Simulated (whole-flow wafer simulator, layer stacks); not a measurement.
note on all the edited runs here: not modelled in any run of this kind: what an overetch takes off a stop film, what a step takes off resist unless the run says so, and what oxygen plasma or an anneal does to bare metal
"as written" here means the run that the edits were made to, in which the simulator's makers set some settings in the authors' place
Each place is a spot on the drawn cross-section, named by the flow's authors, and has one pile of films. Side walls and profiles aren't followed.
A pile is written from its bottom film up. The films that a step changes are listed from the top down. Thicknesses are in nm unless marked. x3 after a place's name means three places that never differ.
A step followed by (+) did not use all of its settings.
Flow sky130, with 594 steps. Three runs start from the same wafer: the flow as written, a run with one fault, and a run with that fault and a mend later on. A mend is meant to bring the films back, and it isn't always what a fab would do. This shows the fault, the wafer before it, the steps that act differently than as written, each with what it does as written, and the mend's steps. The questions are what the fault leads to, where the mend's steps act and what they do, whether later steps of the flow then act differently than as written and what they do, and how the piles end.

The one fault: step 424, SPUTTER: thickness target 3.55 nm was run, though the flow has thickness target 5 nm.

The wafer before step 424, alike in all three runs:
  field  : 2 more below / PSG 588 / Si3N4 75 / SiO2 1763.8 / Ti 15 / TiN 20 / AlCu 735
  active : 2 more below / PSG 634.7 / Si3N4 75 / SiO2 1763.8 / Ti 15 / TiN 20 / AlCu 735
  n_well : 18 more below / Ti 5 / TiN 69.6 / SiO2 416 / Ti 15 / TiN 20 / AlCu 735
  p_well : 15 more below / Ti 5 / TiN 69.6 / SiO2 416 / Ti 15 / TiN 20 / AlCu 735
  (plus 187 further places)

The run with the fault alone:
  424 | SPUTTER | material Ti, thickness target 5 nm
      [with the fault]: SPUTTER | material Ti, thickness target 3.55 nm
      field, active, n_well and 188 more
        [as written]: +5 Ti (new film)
        [with the fault]: +3.55 Ti (new film)
  Later steps of the flow acting differently than as written (22 more steps, not shown, differ only slightly: by at most 2% or 0.5 nm, whichever is larger):
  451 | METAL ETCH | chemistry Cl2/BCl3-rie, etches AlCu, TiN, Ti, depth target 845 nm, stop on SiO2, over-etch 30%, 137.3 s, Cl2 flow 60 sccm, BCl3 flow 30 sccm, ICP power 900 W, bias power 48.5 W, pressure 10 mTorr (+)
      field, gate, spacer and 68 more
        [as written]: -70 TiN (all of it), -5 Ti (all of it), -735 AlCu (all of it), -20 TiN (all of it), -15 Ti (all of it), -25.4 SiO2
        [with the fault]: -70 TiN (all of it), -3.55 Ti (all of it), -735 AlCu (all of it), -20 TiN (all of it), -15 Ti (all of it), -25.5 SiO2
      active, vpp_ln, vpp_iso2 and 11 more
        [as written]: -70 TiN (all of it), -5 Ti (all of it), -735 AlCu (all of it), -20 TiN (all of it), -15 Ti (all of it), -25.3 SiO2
        [with the fault]: -70 TiN (all of it), -3.55 Ti (all of it), -735 AlCu (all of it), -20 TiN (all of it), -15 Ti (all of it), -25.5 SiO2
  By the end, the piles at n_well, p_well, gate_hv and 104 more depart from the flow's by more than 2% or 0.5 nm, whichever is larger.
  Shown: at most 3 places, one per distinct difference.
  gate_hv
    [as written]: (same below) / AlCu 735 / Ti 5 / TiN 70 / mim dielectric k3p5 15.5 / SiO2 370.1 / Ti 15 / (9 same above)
    [with the fault]: (same below) / AlCu 735 / Ti 3.55 / TiN 70 / mim dielectric k3p5 15.5 / SiO2 371.6 / Ti 15 / (9 same above)
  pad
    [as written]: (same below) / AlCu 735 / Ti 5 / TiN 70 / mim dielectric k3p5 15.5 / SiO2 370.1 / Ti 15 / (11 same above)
    [with the fault]: (same below) / AlCu 735 / Ti 3.55 / TiN 70 / mim dielectric k3p5 15.5 / SiO2 371.6 / Ti 15 / (11 same above)
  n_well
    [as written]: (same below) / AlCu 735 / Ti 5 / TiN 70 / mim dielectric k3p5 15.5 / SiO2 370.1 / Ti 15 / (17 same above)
    [with the fault]: (same below) / AlCu 735 / Ti 3.55 / TiN 70 / mim dielectric k3p5 15.5 / SiO2 371.6 / Ti 15 / (17 same above)

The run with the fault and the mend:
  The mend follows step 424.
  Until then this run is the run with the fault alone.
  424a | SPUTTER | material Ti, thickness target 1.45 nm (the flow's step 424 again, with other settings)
      field, active, n_well and 188 more
        +1.45 Ti
  None of the later steps of the flow acts differently than as written at any place that is followed.
  By the end, the piles equal the flow's at every place that both follow.
